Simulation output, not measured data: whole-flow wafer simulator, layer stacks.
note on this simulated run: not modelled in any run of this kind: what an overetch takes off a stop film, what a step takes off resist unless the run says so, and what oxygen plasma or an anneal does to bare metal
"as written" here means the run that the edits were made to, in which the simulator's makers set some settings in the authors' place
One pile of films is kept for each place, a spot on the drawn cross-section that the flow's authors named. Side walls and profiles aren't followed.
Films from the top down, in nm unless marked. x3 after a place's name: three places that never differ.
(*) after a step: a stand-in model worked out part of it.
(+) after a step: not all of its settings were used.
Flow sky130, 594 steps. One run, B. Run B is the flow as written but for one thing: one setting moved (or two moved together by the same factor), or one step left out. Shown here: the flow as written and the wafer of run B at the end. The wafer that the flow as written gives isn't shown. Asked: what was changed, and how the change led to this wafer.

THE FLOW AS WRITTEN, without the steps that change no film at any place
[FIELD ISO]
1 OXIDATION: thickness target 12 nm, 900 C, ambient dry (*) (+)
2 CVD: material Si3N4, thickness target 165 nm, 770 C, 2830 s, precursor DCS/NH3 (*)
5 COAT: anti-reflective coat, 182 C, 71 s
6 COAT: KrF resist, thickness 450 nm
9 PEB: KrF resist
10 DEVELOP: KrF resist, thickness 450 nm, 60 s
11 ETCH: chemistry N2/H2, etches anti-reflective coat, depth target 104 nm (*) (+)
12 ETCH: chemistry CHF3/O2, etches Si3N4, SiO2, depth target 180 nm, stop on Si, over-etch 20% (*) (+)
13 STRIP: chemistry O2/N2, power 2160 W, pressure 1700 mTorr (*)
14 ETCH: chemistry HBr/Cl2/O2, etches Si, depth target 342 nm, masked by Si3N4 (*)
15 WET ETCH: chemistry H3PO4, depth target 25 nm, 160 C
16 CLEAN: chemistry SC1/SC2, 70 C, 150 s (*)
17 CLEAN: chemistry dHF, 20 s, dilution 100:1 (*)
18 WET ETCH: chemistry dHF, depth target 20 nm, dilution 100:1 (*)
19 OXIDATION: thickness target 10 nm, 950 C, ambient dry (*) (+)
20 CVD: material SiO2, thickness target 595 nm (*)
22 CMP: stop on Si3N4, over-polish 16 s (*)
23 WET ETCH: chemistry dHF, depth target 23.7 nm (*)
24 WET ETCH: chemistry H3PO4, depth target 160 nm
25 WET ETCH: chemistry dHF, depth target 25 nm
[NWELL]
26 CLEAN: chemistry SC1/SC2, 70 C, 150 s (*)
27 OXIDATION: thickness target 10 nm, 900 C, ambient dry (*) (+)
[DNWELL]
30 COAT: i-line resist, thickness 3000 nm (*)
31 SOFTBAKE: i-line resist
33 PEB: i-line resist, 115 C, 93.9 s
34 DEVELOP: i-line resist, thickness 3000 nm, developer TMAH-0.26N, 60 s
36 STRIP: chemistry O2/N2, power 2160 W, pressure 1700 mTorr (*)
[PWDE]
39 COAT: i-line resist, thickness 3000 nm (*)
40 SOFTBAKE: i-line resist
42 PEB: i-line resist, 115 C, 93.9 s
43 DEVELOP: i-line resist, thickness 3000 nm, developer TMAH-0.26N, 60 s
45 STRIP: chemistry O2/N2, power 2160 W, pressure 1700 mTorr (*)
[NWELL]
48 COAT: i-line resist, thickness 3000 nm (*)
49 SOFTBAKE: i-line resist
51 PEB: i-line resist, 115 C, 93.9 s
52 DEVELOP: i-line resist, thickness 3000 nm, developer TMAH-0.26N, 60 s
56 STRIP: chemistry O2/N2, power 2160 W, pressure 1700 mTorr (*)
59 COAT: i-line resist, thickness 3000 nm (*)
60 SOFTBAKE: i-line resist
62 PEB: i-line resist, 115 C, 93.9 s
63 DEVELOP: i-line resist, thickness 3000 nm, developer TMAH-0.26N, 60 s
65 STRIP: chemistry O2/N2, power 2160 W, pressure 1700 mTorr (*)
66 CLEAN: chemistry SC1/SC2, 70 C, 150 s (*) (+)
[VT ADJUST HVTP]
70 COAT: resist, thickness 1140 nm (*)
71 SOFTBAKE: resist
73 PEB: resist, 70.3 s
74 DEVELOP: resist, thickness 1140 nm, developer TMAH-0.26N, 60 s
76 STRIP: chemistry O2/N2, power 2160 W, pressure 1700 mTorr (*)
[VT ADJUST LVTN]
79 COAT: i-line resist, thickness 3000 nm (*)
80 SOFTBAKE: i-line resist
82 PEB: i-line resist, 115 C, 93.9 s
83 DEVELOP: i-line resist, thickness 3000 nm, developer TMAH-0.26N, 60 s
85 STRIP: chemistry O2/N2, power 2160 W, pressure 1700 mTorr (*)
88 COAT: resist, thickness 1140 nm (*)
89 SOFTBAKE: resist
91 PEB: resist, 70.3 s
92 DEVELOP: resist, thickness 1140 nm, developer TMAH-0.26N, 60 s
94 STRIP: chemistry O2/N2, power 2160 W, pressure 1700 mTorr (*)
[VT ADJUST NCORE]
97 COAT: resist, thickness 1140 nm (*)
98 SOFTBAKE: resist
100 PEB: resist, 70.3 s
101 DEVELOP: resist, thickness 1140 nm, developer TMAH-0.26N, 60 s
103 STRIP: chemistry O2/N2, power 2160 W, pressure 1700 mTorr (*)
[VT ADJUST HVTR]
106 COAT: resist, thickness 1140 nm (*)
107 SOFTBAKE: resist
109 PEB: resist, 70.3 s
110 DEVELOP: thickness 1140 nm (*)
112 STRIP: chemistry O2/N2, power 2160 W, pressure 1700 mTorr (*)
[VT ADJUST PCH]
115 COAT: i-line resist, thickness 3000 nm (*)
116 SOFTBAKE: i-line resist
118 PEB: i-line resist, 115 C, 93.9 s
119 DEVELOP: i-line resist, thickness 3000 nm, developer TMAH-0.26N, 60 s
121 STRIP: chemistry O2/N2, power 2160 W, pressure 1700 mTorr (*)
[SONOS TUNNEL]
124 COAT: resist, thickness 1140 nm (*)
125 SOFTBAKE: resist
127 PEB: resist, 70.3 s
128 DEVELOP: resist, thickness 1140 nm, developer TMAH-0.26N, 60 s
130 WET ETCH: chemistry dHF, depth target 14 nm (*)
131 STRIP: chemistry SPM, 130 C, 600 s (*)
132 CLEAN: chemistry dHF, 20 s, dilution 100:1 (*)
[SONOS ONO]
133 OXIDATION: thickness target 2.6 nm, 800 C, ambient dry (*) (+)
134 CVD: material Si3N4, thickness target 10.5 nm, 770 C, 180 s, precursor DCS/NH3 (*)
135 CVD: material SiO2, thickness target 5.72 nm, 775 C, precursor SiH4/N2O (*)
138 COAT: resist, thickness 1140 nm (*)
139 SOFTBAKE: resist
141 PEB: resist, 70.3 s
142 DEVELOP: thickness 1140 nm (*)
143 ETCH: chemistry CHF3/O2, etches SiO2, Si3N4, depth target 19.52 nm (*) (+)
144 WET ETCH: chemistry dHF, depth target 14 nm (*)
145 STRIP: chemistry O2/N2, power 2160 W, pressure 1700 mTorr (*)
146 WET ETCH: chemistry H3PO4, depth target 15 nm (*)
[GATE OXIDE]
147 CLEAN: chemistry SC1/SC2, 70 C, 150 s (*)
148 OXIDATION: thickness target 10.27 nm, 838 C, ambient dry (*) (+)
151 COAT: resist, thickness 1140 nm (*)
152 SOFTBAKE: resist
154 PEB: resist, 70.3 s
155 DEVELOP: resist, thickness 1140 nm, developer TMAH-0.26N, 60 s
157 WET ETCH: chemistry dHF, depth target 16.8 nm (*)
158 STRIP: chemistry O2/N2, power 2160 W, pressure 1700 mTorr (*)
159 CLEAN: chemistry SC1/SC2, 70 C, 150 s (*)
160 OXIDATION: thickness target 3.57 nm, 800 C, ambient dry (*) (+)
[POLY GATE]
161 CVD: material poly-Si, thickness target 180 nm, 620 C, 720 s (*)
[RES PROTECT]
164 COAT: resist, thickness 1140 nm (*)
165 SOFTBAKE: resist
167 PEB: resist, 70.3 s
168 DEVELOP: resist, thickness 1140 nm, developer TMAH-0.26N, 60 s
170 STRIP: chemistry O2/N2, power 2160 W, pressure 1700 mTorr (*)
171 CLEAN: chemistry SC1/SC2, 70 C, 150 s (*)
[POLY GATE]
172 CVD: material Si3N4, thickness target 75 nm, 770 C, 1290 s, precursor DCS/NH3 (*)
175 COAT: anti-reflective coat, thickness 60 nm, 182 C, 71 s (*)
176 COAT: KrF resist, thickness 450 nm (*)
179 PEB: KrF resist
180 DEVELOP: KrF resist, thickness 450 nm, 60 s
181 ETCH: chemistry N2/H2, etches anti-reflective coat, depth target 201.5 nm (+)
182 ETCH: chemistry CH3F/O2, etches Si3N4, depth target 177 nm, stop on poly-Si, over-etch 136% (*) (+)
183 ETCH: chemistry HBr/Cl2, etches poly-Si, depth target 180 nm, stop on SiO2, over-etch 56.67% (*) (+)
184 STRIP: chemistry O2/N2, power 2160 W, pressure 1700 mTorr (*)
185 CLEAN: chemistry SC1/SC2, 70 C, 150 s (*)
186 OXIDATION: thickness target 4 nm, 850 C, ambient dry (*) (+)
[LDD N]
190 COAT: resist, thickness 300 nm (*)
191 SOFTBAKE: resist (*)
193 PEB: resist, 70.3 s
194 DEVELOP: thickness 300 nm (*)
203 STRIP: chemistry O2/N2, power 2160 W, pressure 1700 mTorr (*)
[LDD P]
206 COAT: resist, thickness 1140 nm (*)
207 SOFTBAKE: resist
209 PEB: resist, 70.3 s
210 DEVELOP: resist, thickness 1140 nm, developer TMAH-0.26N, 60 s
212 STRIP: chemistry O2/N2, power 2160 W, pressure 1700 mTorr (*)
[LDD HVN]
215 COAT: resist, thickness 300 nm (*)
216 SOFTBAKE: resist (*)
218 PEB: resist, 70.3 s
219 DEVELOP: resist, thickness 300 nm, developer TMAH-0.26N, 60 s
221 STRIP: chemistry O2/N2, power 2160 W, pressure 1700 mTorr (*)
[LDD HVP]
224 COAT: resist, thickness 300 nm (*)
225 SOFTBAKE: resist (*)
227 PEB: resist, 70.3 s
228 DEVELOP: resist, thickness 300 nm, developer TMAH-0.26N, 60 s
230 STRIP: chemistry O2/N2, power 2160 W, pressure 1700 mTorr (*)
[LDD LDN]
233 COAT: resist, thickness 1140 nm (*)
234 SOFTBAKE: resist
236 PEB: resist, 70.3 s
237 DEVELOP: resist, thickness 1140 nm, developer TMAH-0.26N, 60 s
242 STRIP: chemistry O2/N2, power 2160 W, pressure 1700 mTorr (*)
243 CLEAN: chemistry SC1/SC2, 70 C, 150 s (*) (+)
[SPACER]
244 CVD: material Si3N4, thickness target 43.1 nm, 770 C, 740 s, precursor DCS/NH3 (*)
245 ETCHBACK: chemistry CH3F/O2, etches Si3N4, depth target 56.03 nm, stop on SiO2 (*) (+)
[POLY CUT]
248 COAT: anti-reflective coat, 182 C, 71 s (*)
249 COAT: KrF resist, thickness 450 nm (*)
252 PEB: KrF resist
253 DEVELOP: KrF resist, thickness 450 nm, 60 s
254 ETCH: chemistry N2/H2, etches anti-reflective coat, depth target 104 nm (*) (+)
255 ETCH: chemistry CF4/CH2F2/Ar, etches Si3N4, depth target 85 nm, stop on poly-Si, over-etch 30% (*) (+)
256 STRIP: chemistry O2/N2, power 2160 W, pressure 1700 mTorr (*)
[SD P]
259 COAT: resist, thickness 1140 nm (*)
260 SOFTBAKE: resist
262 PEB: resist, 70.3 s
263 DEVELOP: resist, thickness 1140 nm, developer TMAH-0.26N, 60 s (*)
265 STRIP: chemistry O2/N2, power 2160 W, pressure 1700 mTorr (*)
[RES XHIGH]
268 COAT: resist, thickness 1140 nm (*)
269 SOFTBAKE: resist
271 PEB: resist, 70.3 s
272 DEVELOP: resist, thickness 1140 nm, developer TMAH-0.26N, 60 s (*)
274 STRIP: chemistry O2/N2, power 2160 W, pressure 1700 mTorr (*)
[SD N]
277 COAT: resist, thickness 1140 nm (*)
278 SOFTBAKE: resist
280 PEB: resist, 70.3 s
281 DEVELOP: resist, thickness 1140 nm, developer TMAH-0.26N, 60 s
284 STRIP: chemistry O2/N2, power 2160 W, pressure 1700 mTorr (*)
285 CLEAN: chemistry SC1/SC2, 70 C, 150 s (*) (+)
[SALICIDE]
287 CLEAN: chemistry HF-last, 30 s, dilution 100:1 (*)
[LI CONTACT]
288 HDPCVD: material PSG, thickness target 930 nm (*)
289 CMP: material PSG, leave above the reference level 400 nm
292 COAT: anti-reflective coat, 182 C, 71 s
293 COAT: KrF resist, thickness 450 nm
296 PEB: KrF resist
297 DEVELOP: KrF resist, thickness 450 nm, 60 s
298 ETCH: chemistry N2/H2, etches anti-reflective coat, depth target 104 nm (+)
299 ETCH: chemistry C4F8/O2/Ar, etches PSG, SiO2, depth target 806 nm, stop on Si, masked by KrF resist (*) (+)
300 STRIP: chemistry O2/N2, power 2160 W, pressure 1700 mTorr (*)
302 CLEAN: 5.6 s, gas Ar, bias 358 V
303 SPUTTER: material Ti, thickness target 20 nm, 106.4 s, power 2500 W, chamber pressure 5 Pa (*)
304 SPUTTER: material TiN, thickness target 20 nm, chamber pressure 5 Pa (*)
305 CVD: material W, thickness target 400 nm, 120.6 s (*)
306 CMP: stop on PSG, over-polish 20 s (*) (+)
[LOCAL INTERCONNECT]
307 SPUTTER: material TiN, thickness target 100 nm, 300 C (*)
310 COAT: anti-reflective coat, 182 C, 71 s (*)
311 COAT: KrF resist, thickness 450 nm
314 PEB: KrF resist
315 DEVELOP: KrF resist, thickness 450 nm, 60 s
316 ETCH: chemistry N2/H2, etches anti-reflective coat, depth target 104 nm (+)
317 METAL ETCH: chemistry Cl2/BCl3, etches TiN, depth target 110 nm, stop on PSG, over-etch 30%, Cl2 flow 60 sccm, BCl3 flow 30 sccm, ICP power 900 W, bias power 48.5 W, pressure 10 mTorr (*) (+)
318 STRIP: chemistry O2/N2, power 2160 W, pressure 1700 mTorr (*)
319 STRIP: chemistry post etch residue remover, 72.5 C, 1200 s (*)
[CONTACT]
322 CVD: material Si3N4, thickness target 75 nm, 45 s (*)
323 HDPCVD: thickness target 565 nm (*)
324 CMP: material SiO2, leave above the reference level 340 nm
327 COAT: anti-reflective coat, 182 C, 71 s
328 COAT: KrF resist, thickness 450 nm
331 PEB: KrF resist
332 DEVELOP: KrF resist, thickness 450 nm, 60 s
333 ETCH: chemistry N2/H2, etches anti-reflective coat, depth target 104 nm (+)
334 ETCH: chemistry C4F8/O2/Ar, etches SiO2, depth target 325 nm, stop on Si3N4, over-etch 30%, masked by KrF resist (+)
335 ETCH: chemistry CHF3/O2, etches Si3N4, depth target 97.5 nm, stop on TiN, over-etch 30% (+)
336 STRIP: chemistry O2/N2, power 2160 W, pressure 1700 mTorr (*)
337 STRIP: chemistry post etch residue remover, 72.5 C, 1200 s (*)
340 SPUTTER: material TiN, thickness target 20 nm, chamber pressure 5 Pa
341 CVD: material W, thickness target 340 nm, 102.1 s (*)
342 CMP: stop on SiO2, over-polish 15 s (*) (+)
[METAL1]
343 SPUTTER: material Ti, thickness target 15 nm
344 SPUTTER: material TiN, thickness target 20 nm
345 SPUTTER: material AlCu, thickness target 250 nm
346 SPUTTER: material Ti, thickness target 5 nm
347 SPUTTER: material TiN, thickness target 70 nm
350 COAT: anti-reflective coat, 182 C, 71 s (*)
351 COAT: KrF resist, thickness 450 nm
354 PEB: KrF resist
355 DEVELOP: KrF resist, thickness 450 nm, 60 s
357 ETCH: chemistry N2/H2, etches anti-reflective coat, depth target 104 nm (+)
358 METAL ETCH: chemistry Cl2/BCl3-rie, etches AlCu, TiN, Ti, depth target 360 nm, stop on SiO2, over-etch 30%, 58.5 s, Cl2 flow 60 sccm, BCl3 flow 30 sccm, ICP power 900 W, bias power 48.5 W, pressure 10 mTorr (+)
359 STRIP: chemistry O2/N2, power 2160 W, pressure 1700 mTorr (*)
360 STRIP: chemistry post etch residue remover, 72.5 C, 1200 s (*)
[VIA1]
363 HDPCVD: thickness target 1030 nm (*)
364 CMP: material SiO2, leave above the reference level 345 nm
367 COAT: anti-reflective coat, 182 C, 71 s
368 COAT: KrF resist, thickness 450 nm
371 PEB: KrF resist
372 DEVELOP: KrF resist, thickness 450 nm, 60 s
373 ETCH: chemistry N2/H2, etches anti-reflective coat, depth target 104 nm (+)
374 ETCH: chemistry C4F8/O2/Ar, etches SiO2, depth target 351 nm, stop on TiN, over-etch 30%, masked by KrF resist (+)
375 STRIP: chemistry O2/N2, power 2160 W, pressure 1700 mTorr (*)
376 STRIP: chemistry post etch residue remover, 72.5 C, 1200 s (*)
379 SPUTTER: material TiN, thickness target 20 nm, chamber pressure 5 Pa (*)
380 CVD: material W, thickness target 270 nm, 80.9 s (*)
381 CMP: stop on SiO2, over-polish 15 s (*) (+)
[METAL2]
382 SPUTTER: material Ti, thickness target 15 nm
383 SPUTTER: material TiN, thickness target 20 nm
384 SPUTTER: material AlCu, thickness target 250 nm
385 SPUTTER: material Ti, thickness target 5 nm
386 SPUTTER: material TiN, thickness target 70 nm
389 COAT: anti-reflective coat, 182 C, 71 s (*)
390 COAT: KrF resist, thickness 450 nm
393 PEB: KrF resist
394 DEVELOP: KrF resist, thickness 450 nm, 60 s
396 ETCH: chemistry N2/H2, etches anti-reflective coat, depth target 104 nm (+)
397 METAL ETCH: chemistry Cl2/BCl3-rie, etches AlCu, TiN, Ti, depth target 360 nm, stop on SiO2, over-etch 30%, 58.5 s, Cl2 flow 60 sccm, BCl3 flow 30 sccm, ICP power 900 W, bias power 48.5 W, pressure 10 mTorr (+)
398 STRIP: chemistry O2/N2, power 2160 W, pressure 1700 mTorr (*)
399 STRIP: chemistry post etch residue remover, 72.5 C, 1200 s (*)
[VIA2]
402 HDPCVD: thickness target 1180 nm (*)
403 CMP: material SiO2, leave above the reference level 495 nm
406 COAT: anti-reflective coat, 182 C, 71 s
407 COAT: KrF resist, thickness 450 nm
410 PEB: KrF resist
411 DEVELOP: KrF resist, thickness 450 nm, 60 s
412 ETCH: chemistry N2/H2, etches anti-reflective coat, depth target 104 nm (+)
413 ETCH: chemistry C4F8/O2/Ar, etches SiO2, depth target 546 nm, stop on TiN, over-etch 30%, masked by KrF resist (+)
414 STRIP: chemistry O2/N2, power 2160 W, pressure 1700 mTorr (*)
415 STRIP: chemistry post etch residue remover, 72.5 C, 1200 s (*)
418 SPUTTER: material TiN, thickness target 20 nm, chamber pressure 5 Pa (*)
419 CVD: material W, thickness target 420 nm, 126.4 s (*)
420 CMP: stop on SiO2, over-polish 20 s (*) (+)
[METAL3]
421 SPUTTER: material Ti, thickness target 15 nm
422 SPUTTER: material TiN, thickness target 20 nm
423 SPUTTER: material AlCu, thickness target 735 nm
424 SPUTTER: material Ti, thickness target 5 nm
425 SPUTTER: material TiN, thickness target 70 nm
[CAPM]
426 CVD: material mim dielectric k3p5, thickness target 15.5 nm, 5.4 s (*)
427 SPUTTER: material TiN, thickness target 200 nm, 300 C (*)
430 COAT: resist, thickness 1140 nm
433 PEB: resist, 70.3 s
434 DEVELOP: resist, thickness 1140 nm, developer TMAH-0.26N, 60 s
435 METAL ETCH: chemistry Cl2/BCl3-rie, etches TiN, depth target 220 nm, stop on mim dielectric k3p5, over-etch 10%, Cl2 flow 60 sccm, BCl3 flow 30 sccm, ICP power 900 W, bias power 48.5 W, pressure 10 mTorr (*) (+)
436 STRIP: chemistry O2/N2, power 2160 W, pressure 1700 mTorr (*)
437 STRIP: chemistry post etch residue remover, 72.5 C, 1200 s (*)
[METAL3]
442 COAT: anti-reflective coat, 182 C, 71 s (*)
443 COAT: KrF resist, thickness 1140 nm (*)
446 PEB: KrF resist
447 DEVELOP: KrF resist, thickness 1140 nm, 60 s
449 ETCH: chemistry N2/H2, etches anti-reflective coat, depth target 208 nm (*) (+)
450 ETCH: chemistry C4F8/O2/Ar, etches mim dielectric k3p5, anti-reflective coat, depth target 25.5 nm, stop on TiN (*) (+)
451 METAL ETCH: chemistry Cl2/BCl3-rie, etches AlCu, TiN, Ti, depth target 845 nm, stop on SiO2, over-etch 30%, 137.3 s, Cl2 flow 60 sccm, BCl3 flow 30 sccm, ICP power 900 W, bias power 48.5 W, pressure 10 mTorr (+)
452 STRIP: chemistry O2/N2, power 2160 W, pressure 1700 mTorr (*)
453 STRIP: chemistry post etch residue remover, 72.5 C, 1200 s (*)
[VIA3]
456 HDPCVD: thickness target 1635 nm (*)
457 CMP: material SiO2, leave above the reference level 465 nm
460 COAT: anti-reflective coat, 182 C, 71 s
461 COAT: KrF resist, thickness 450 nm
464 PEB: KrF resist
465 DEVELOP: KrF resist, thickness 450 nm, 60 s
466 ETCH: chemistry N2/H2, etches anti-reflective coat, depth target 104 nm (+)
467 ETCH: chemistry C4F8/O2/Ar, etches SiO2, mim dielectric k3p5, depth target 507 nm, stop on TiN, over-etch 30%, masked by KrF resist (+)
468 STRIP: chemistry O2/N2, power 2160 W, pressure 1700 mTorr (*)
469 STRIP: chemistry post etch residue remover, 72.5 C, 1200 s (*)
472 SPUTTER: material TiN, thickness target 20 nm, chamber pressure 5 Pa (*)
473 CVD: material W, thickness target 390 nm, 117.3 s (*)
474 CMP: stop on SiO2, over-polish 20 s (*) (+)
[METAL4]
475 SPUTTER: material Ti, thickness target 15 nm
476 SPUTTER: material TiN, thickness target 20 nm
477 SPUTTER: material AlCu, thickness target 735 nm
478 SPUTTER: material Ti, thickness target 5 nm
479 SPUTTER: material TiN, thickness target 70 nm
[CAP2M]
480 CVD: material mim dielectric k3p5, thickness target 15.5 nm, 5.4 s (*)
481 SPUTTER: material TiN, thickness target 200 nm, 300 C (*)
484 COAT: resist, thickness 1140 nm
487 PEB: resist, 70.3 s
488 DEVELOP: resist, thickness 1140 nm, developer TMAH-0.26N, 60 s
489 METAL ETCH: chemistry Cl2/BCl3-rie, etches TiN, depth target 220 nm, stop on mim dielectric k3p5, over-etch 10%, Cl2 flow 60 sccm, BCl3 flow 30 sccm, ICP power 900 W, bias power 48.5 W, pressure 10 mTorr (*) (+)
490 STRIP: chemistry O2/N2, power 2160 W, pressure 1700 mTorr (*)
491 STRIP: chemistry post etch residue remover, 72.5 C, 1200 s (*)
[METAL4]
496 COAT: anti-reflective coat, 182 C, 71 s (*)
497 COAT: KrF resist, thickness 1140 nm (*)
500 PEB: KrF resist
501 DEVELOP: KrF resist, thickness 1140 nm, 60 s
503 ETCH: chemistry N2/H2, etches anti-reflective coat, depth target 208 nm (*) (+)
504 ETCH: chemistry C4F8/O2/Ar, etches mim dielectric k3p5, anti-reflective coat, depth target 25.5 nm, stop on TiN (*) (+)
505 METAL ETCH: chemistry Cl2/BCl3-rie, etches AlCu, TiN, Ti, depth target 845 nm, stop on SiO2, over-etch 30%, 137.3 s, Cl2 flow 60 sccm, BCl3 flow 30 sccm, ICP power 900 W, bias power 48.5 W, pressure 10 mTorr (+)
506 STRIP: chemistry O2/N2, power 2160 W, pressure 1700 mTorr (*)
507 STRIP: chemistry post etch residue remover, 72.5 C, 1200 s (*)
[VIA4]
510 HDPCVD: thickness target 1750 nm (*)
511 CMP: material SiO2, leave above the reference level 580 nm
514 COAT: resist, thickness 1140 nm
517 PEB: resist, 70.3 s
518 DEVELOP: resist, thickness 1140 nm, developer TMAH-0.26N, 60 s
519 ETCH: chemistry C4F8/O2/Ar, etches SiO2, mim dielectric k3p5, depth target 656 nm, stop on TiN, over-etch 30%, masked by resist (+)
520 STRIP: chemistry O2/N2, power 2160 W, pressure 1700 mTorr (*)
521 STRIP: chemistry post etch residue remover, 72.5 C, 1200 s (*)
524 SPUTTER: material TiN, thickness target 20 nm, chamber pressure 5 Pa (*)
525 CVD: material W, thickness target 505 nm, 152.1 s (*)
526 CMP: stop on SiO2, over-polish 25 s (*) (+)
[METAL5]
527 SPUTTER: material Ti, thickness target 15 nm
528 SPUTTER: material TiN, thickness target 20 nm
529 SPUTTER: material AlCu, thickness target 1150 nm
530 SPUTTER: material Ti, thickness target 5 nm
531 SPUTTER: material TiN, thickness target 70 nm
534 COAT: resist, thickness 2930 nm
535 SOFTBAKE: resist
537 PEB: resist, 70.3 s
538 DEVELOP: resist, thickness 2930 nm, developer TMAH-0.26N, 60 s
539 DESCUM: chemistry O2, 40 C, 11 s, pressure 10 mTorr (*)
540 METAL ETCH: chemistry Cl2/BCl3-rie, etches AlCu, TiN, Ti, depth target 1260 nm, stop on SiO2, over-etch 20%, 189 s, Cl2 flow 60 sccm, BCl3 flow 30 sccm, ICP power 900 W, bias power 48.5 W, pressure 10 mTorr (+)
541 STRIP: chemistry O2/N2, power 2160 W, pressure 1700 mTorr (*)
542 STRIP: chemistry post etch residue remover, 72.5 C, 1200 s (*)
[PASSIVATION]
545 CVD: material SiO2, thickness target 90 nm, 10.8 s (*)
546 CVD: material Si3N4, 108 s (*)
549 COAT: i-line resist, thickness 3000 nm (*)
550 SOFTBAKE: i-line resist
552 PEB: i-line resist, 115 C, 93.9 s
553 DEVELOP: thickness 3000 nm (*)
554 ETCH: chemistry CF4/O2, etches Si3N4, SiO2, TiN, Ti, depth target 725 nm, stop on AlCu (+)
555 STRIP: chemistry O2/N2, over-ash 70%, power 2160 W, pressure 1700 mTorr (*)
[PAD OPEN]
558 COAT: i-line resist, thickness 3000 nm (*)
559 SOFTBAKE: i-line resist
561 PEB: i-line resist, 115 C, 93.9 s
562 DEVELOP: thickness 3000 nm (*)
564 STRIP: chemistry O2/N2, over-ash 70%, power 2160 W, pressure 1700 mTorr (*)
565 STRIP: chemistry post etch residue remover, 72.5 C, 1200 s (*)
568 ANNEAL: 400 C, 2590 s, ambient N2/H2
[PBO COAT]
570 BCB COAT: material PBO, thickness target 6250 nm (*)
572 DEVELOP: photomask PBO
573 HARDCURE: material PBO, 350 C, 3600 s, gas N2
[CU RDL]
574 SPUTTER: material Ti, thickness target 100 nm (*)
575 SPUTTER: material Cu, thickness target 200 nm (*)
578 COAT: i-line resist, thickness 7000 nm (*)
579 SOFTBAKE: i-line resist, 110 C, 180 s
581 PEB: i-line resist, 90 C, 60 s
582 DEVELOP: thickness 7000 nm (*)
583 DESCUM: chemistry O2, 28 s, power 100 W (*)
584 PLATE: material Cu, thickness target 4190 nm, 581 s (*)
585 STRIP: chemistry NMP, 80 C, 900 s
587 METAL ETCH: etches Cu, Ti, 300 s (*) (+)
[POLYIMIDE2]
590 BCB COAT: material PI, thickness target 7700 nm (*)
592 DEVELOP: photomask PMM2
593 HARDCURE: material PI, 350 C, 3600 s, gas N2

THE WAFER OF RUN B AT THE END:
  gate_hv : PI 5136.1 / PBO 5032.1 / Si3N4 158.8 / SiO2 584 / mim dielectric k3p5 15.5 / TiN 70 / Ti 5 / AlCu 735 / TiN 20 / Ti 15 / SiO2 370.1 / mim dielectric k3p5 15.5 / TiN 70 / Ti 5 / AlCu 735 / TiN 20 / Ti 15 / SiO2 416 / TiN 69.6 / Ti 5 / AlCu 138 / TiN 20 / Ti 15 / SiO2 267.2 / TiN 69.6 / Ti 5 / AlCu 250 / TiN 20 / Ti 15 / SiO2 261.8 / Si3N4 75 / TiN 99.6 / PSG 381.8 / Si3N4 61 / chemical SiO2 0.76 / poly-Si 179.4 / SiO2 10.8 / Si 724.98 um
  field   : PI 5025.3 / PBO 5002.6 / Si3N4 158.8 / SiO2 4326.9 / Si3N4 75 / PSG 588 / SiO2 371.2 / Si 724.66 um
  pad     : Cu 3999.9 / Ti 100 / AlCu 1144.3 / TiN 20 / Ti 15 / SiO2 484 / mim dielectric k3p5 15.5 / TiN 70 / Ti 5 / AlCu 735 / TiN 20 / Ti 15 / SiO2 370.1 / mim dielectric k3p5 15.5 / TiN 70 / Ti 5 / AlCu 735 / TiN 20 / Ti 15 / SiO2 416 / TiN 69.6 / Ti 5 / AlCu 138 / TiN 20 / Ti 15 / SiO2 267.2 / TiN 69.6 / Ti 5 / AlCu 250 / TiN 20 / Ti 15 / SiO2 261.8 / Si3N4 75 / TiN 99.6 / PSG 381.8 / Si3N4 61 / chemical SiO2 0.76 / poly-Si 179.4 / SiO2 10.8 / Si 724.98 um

The cause: step 384, SPUTTER: thickness target 138 nm was run, where the flow has thickness target 250 nm.
It can be read off the wafer: gate_hv has AlCu 138, and step 384 as written asks for 250 nm.

How the change led to this, step by step:
  384 SPUTTER: material AlCu, thickness target 250 nm
      field, active, n_well and 188 more: AlCu +138 (new film) (as written it would be: AlCu +250 (new film))
  397 METAL ETCH: chemistry Cl2/BCl3-rie, etches AlCu, TiN, Ti, depth target 360 nm, stop on SiO2, over-etch 30%, 58.5 s, Cl2 flow 60 sccm, BCl3 flow 30 sccm, ICP power 900 W, bias power 48.5 W, pressure 10 mTorr (+)
      field, active, gate and 82 more: TiN -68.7 (all of it), Ti -5 (all of it), AlCu -138 (all of it), TiN -20 (all of it), Ti -15 (all of it), SiO2 -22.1 (as written it would be: TiN -68.7 (all of it), Ti -5 (all of it), AlCu -250 (all of it), TiN -20 (all of it), Ti -15 (all of it), SiO2 -10.9)
  403 CMP: material SiO2, leave above the reference level 495 nm
      field, active, gate and 82 more: SiO2 -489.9 (as written it would be: SiO2 -389.1)
